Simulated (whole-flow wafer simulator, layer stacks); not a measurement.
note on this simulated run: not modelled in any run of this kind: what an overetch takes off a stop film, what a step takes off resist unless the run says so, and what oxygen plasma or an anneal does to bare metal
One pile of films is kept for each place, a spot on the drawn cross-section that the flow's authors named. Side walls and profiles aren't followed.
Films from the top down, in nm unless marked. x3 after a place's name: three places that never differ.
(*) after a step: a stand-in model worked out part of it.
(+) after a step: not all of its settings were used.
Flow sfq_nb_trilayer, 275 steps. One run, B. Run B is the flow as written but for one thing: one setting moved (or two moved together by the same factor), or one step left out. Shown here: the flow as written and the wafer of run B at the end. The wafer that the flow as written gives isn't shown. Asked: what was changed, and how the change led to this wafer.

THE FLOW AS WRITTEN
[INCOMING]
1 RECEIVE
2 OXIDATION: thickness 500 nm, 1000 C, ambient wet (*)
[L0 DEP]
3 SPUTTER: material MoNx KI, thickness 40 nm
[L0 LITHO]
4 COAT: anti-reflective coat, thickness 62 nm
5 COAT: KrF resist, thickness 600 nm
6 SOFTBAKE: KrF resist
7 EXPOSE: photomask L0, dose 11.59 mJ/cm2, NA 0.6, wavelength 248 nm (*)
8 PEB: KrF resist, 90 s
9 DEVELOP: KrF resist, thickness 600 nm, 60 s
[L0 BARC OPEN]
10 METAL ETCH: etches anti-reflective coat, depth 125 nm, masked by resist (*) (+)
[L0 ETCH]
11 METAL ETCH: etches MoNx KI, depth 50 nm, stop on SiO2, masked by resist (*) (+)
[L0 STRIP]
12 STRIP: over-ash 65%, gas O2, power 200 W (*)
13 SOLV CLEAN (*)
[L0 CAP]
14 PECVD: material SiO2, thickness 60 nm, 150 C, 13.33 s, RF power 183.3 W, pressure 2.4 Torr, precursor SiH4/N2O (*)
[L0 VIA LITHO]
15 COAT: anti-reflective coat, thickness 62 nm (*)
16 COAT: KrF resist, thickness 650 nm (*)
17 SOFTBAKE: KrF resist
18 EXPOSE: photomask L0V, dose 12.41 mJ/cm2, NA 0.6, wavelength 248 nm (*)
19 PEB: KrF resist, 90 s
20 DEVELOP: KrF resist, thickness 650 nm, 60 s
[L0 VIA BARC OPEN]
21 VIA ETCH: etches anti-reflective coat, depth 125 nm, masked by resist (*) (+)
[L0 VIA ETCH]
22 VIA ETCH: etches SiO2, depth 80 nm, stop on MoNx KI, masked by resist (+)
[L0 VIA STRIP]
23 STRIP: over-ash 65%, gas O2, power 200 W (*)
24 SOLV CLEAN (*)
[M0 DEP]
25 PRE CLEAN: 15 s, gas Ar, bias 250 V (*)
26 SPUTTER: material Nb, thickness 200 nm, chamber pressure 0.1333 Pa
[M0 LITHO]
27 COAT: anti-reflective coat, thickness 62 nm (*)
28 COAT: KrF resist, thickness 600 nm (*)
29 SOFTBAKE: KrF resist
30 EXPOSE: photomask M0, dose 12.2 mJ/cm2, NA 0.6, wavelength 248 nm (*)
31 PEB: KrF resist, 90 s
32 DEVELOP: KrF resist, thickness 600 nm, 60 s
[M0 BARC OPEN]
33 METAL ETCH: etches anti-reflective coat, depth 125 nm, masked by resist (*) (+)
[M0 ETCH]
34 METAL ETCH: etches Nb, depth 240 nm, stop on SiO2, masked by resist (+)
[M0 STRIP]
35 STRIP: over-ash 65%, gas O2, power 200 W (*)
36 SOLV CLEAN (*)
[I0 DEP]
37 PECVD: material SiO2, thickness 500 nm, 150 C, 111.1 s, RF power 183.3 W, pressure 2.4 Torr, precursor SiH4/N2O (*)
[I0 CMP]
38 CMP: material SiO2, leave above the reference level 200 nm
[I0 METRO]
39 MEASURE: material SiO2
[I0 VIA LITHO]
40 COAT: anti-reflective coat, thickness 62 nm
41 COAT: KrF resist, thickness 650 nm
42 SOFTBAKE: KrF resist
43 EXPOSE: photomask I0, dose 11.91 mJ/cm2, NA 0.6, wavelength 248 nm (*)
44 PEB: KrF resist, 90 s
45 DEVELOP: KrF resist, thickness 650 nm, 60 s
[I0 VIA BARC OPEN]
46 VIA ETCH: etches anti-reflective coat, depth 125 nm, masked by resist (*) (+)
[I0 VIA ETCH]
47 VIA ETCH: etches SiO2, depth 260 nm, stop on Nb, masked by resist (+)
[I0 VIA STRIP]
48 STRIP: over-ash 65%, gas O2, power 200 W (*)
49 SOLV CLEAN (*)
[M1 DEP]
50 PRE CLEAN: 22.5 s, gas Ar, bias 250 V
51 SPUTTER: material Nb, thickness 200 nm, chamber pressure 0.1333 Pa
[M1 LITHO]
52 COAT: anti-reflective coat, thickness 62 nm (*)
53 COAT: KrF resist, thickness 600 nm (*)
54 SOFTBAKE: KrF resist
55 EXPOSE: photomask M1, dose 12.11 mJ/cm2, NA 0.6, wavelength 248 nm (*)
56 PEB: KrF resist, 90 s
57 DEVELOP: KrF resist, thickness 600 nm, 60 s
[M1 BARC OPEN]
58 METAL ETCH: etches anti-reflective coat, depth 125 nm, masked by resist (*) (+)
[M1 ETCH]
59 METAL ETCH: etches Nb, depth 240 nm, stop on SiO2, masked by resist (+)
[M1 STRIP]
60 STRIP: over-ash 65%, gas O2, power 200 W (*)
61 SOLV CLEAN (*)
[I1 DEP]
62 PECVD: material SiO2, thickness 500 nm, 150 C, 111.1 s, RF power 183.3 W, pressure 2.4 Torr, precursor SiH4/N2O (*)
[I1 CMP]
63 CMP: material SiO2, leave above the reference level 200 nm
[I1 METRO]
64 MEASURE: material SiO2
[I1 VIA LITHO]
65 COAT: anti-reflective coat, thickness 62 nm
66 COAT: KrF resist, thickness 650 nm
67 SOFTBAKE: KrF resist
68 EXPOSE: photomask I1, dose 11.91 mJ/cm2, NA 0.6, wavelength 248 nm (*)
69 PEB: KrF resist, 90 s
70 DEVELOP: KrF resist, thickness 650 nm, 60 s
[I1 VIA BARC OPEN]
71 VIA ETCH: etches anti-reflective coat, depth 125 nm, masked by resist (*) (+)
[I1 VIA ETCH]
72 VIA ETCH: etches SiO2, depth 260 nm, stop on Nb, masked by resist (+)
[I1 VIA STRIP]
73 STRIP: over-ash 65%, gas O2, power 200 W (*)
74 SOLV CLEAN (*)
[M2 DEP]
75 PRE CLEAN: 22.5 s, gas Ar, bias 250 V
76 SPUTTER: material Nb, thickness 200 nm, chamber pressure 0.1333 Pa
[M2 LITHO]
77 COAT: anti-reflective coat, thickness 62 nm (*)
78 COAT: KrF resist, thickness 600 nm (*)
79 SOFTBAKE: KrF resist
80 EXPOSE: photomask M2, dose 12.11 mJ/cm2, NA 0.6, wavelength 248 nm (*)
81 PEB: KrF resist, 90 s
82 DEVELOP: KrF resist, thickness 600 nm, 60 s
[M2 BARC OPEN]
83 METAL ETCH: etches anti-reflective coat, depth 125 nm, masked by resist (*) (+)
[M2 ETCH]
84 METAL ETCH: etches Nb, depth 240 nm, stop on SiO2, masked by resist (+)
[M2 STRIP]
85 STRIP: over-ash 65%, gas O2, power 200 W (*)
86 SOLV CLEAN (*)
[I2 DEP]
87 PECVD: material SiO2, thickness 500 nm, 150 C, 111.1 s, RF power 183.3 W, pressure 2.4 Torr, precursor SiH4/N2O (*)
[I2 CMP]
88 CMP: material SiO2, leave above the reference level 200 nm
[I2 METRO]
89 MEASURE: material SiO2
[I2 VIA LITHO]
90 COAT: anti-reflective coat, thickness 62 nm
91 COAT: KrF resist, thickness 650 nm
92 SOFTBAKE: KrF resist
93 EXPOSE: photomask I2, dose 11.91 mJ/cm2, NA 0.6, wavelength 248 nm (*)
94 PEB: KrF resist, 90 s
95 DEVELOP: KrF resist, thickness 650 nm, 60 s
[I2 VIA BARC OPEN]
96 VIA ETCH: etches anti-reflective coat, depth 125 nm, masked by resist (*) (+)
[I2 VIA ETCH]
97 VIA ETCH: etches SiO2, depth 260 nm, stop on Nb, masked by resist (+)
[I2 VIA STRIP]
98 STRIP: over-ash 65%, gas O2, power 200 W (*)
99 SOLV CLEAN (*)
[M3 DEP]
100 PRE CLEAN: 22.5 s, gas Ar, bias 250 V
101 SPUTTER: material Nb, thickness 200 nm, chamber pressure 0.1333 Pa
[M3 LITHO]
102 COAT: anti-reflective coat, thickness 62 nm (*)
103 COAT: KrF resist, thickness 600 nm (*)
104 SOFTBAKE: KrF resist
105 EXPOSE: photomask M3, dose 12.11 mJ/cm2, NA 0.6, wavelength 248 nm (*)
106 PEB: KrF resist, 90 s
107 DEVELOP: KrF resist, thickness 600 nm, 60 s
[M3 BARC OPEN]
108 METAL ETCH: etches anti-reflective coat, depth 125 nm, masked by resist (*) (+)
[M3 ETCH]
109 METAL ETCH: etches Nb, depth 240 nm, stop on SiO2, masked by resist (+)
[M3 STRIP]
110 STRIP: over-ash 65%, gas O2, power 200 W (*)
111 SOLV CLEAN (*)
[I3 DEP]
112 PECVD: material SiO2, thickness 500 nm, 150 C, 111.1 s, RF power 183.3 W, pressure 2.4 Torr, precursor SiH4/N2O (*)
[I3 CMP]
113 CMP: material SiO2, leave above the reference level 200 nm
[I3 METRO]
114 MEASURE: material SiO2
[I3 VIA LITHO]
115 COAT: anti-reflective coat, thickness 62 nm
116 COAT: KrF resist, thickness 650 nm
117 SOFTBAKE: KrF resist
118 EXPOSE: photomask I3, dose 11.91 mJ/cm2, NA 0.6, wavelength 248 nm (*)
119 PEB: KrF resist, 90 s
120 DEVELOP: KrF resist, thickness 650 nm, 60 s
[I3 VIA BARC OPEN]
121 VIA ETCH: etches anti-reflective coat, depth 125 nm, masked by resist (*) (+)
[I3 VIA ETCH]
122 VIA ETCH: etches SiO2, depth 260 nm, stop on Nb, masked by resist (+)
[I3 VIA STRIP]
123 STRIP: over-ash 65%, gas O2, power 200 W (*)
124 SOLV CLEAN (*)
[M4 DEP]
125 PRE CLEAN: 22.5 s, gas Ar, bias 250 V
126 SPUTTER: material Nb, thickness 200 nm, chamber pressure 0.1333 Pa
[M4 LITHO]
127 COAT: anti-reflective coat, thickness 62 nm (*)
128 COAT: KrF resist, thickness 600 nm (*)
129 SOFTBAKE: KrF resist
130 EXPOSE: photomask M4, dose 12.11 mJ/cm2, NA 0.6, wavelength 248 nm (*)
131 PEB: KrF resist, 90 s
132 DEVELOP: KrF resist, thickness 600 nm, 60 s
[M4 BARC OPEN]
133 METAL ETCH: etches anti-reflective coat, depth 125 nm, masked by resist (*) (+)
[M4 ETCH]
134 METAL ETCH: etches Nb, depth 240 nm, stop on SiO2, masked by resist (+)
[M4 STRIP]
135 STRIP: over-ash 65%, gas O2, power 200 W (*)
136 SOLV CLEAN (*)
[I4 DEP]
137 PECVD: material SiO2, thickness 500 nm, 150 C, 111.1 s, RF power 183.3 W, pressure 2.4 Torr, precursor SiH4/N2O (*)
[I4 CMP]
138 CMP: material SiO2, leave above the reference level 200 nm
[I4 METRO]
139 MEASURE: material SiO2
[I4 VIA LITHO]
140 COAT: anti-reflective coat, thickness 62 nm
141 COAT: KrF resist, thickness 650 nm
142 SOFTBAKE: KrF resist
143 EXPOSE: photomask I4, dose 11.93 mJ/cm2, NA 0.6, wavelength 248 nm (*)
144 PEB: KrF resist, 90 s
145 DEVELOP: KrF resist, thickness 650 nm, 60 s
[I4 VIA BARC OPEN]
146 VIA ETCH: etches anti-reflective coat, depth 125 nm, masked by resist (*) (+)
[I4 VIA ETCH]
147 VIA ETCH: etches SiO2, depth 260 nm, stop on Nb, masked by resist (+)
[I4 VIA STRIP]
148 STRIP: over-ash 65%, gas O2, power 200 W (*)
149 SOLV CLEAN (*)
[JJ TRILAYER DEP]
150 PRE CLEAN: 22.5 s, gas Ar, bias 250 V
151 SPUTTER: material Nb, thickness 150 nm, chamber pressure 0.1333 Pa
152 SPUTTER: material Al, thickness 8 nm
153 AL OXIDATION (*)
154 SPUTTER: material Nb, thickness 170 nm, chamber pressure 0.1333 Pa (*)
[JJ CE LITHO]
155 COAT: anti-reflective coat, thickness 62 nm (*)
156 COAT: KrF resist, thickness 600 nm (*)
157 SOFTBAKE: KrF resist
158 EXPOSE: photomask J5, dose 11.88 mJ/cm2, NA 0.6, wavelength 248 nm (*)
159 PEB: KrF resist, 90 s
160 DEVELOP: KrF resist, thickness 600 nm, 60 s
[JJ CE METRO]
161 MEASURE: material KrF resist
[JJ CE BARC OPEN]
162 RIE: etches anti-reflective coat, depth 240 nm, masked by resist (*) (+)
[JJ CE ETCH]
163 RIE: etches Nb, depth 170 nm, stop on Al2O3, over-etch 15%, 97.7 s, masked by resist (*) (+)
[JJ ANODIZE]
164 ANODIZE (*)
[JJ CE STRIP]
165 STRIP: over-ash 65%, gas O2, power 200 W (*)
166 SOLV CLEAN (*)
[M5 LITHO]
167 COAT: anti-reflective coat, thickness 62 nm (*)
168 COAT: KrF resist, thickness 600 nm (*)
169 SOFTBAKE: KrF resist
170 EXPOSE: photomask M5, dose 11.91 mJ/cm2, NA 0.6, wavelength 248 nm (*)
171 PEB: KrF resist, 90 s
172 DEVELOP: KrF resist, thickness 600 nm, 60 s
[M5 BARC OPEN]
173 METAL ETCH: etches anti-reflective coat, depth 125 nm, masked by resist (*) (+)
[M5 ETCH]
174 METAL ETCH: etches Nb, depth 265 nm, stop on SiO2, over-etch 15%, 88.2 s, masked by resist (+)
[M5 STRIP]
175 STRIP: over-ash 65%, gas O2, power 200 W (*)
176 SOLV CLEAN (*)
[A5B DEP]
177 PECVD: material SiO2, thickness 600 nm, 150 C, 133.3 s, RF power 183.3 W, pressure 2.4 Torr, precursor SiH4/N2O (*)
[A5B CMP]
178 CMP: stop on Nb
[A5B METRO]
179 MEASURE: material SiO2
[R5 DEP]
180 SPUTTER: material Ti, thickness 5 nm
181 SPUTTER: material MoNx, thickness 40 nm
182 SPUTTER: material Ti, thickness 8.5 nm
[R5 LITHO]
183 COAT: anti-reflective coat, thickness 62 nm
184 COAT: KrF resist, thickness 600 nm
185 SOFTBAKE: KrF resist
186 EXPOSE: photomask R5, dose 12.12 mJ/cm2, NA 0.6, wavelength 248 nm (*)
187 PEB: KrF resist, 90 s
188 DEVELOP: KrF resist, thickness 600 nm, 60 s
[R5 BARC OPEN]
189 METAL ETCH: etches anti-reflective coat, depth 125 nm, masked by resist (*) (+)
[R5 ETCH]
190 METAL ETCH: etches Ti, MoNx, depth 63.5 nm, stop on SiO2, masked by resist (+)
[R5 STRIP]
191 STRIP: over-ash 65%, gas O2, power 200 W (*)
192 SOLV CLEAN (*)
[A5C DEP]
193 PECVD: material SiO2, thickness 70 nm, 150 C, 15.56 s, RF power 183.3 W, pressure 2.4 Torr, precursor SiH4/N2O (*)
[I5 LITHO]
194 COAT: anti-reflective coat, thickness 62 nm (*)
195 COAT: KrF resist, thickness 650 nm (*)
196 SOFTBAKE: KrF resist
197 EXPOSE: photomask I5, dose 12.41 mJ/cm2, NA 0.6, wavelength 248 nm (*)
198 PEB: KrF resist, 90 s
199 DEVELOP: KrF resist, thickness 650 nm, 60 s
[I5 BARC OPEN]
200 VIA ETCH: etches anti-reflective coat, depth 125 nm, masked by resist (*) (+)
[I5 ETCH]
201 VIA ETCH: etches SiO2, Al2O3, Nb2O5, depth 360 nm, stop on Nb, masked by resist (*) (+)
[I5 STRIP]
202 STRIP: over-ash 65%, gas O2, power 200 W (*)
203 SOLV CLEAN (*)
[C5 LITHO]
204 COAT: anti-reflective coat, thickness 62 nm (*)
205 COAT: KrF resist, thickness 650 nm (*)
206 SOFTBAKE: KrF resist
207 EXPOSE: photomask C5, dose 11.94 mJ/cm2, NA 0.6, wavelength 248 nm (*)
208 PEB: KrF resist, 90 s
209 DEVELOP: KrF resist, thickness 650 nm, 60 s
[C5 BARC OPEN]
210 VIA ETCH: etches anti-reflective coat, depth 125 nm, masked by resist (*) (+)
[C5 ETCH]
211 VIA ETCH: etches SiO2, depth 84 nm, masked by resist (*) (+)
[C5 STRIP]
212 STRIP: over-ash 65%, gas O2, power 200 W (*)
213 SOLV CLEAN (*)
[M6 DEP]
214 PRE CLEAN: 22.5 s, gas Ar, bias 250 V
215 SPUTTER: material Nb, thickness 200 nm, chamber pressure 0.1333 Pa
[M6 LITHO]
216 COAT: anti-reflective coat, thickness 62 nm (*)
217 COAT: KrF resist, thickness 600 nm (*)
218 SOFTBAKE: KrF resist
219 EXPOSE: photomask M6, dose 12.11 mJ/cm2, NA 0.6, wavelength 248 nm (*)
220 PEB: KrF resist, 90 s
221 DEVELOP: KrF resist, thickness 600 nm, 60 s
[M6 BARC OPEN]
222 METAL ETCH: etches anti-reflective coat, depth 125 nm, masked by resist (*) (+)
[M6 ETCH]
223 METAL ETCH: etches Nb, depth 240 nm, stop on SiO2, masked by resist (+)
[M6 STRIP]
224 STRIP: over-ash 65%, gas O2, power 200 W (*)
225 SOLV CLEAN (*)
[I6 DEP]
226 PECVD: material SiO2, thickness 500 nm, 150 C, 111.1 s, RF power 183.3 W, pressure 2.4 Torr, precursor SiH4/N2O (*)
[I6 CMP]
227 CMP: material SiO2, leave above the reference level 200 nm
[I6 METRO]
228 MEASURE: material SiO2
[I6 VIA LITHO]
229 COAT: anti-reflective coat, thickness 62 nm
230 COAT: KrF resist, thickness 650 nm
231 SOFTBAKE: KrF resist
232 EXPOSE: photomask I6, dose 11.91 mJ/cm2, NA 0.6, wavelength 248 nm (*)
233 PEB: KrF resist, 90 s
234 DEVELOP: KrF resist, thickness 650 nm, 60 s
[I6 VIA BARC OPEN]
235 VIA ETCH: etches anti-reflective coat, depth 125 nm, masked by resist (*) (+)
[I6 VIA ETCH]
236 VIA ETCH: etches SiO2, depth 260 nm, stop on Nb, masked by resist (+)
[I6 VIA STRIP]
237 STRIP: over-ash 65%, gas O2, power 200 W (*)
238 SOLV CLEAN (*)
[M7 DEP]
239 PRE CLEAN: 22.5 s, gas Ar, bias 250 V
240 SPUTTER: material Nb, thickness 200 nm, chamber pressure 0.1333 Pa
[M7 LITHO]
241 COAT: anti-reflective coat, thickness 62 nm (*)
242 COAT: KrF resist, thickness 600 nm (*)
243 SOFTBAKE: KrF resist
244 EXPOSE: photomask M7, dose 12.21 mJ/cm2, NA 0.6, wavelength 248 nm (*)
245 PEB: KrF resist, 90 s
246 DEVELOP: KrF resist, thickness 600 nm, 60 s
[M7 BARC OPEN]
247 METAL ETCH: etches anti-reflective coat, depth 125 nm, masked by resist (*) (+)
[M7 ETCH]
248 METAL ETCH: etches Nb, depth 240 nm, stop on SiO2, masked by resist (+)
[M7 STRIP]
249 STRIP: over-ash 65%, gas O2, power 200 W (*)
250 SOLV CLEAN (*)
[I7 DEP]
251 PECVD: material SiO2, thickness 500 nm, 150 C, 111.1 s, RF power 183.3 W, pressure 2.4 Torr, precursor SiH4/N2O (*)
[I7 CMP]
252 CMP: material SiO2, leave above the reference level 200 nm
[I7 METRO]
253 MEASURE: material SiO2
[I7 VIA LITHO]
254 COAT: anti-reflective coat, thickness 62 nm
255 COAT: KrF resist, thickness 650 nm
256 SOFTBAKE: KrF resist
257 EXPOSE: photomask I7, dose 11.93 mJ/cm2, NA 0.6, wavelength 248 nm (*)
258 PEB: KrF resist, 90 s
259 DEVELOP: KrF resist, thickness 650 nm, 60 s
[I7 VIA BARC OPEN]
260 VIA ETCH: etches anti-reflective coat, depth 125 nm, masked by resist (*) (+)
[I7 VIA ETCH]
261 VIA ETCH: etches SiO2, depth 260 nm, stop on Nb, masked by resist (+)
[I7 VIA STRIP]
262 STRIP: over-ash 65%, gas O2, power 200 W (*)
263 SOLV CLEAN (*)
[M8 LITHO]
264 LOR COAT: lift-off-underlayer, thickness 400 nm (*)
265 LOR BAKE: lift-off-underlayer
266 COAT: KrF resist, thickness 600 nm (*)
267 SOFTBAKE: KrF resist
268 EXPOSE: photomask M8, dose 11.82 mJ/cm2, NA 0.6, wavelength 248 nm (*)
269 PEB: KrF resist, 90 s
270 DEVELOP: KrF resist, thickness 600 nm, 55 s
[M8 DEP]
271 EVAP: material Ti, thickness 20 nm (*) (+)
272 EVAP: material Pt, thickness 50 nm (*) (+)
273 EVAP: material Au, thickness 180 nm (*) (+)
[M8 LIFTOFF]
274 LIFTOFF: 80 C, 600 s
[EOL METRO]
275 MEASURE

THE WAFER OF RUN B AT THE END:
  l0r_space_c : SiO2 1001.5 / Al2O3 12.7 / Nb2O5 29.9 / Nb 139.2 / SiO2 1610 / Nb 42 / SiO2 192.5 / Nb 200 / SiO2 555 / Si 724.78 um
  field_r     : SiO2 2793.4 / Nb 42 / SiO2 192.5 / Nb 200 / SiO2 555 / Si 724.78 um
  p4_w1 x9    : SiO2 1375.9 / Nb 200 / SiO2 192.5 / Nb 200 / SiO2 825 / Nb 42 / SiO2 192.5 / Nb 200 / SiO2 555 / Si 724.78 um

The cause: step 51, SPUTTER: thickness 282 nm was run, where the flow has thickness 200 nm.

How the change led to this, step by step:
  51 SPUTTER: material Nb, thickness 200 nm, chamber pressure 0.1333 Pa
      field_l, v_sur, via_wl and 102 more: Nb +282 (new film) (as written it would be: Nb +200 (new film))
      via_w: Nb +247.2 (as written it would be: Nb +174.5)
  52 COAT: anti-reflective coat, thickness 62 nm (*)
      via_wr: anti-reflective coat +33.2 (new film) (as written it would be: anti-reflective coat +34.9 (new film))
  59 METAL ETCH: etches Nb, depth 240 nm, stop on SiO2, masked by resist (+)
      field_l, be, be_sur and 79 more: Nb -240 (as written it would be: Nb -200 (all of it))
  60 STRIP: over-ash 65%, gas O2, power 200 W (*)
      via_wr: KrF resist -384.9 (all of it), anti-reflective coat -33.2 (all of it) (as written it would be: KrF resist -384.4 (all of it), anti-reflective coat -34.9 (all of it))
  62 PECVD: material SiO2, thickness 500 nm, 150 C, 111.1 s, RF power 183.3 W, pressure 2.4 Torr, precursor SiH4/N2O (*)
      field_l, be, be_sur and 72 more: SiO2 +500 (new film) (as written it would be: SiO2 +500)
      lsp_m, ln_m6, lsp_r, l0_sur, l0v: SiO2 +493.9 (new film) (as written it would be: SiO2 +494.9)
      (and at 3 more places)
  63 CMP: material SiO2, leave above the reference level 200 nm
      field_l, be, be_sur and 72 more: SiO2 -60 (as written it would be: SiO2 -100)
      lsp_m, ln_m6, lsp_r, l0_sur, l0v: SiO2 -53.9 (as written it would be: SiO2 -94.9)
      (and at 1 more place)
Counting metal films that touch as one body, l0r_space_c has 3 bodies (between them, from the top down: SiO2 1610; SiO2 192.5); the flow as written gives 2 bodies (between them, from the top down: SiO2 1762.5).
Counting metal films that touch as one body, field_r has 2 bodies (between them, from the top down: SiO2 192.5); the flow as written gives 1 body.
Counting metal films that touch as one body, p4_w1 x9 has 4 bodies (between them, from the top down: SiO2 192.5; SiO2 825; SiO2 192.5); the flow as written gives 3 bodies (between them, from the top down: SiO2 192.5; SiO2 977.5).
